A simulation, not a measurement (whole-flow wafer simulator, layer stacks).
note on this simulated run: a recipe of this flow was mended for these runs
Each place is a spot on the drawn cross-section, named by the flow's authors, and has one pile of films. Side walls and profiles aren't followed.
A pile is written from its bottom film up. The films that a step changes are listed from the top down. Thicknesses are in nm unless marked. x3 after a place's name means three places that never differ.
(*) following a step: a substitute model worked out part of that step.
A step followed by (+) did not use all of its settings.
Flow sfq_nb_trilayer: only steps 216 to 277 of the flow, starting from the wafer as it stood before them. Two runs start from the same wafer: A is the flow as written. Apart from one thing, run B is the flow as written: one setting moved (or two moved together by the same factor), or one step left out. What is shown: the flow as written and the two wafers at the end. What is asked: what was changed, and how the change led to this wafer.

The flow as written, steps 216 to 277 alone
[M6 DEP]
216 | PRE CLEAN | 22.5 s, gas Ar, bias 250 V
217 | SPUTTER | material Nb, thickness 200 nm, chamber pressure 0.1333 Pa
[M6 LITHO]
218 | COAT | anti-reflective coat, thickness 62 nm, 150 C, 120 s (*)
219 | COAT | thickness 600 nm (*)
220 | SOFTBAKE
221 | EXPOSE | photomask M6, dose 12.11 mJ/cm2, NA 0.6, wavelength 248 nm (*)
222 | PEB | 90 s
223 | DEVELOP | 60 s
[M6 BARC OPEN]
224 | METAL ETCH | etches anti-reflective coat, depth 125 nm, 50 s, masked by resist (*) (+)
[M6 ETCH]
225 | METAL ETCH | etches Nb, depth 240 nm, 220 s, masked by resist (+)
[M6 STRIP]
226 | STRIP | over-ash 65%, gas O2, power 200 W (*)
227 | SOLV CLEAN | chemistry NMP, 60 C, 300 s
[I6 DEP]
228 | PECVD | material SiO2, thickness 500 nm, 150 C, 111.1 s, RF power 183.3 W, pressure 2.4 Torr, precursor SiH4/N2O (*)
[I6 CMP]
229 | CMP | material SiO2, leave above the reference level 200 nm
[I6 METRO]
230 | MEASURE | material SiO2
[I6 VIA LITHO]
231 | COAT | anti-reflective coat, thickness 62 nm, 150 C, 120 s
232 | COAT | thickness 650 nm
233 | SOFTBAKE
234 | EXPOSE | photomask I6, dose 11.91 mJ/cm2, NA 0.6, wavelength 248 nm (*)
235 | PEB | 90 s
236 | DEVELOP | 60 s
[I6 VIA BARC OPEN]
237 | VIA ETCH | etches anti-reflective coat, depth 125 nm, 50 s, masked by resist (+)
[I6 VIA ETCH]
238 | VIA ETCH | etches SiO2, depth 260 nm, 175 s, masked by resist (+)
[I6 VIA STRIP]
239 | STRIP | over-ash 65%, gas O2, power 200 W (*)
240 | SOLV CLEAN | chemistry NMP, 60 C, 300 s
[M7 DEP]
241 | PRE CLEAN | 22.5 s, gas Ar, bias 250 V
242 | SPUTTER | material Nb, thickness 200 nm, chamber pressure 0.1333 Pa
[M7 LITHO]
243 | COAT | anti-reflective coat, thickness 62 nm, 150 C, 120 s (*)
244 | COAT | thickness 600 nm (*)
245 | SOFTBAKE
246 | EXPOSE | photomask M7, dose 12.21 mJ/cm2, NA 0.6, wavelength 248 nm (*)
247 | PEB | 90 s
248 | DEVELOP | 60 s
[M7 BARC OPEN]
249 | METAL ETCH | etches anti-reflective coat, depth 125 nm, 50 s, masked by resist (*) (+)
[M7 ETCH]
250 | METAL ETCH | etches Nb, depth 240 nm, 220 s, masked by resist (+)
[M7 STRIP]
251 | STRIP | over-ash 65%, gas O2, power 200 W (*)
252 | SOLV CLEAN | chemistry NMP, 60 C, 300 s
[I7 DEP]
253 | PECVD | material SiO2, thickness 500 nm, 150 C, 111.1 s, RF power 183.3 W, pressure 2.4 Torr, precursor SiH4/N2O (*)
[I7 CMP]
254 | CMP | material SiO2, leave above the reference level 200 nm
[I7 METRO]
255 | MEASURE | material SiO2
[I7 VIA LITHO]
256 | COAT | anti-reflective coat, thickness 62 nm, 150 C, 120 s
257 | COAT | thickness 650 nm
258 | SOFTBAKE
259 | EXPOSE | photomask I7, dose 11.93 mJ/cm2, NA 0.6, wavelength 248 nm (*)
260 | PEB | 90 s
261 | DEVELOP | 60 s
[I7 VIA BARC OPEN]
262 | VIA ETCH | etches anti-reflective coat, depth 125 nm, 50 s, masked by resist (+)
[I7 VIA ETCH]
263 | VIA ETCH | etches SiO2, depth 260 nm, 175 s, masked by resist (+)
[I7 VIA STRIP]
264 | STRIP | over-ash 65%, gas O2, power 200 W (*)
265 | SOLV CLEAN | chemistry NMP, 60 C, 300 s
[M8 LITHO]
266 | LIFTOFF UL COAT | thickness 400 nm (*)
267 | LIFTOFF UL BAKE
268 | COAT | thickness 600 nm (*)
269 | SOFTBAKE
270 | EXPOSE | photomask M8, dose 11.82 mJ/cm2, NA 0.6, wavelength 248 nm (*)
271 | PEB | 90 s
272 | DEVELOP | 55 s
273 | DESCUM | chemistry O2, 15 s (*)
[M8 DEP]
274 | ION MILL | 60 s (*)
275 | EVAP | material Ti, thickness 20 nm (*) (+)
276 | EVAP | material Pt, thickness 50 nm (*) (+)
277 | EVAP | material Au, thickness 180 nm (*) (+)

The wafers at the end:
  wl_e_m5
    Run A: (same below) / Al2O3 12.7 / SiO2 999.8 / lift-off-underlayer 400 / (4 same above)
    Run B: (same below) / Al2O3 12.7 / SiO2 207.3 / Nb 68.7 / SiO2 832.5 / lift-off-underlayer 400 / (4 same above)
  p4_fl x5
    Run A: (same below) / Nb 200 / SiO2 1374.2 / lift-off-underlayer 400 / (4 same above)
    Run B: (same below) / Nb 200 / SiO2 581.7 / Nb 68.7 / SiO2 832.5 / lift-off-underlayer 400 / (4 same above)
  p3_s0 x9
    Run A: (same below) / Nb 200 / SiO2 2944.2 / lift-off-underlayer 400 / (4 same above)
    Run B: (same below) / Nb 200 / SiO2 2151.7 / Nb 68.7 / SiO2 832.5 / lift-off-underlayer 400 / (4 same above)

What caused this: step 217, SPUTTER: thickness 308.7 nm was run, while the flow as written has thickness 200 nm.

The path from the change to this, step by step:
  217 | SPUTTER | material Nb, thickness 200 nm, chamber pressure 0.1333 Pa
      field_l, v_sur, via_wl and 100 more: A +200 Nb (new film) | B +308.7 Nb (new film)
      be: A +145.8 Nb | B +223 Nb
      (as well as at 2 more places)
  218 | COAT | anti-reflective coat, thickness 62 nm, 150 C, 120 s (*)
      wire: A +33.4 anti-reflective coat (new film) | B +35.6 anti-reflective coat (new film)
      be: A +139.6 anti-reflective coat (new film) | B +150.9 anti-reflective coat (new film)
      (as well as at 2 more places)
  219 | COAT | thickness 600 nm (*)
      be: A +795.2 KrF-resist-other-grade (new film) | B +813.2 KrF-resist-other-grade (new film)
  225 | METAL ETCH | etches Nb, depth 240 nm, 220 s, masked by resist (+)
      field_l, gap, moat and 76 more: A -200 Nb (all of it), -4 SiO2 | B -240 Nb
  226 | STRIP | over-ash 65%, gas O2, power 200 W (*)
      wire: A -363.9 KrF-resist-other-grade (all of it), -33.4 anti-reflective coat (all of it) | B -360.7 KrF-resist-other-grade (all of it), -35.6 anti-reflective coat (all of it)
      be: A -559.4 KrF-resist-other-grade (all of it), -139.6 anti-reflective coat (all of it) | B -577.3 KrF-resist-other-grade (all of it), -150.9 anti-reflective coat (all of it)
      (as well as at 2 more places)
  228 | PECVD | material SiO2, thickness 500 nm, 150 C, 111.1 s, RF power 183.3 W, pressure 2.4 Torr, precursor SiH4/N2O (*)
      field_l, p4_fl x5, p4_w1 x9 and 50 more: A +500 SiO2 | B +500 SiO2 (new film)
      moat, field_r, lsp_l, ln_m5, lsp_m: A +493.5 SiO2 | B +492.3 SiO2 (new film)
      (as well as at 10 more places)
  229 | CMP | material SiO2, leave above the reference level 200 nm
      field_l, p4_fl x5, p4_w1 x9 and 47 more: A -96 SiO2 | B -60 SiO2
      moat, field_r, lsp_l, ln_m5, lsp_m: A -89.5 SiO2 | B -52.3 SiO2
      (as well as at 9 more places)
With metal films that touch counted as one body, wl_e_m5 has 8 bodies (between them, from the top down: KrF-resist-other-grade 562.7 / lift-off-underlayer 400 / SiO2 832.5; SiO2 207.3 / Al2O3 12.7 / Nb2O5 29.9; SiO2 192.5; SiO2 192.5; SiO2 192.5; SiO2 192.5; SiO2 192.5); the flow as written gives 7 bodies (between them, from the top down: KrF-resist-other-grade 562.7 / lift-off-underlayer 400 / SiO2 999.8 / Al2O3 12.7 / Nb2O5 29.9; SiO2 192.5; SiO2 192.5; SiO2 192.5; SiO2 192.5; SiO2 192.5).
With metal films that touch counted as one body, p4_fl x5 has 4 bodies (between them, from the top down: KrF-resist-other-grade 562.7 / lift-off-underlayer 400 / SiO2 832.5; SiO2 581.7; SiO2 1370); the flow as written gives 3 bodies (between them, from the top down: KrF-resist-other-grade 562.7 / lift-off-underlayer 400 / SiO2 1374.2; SiO2 1370).
With metal films that touch counted as one body, p3_s0 x9 has 3 bodies (between them, from the top down: KrF-resist-other-grade 562.7 / lift-off-underlayer 400 / SiO2 832.5; SiO2 2151.7); the flow as written gives 2 bodies (between them, from the top down: KrF-resist-other-grade 562.7 / lift-off-underlayer 400 / SiO2 2944.2).
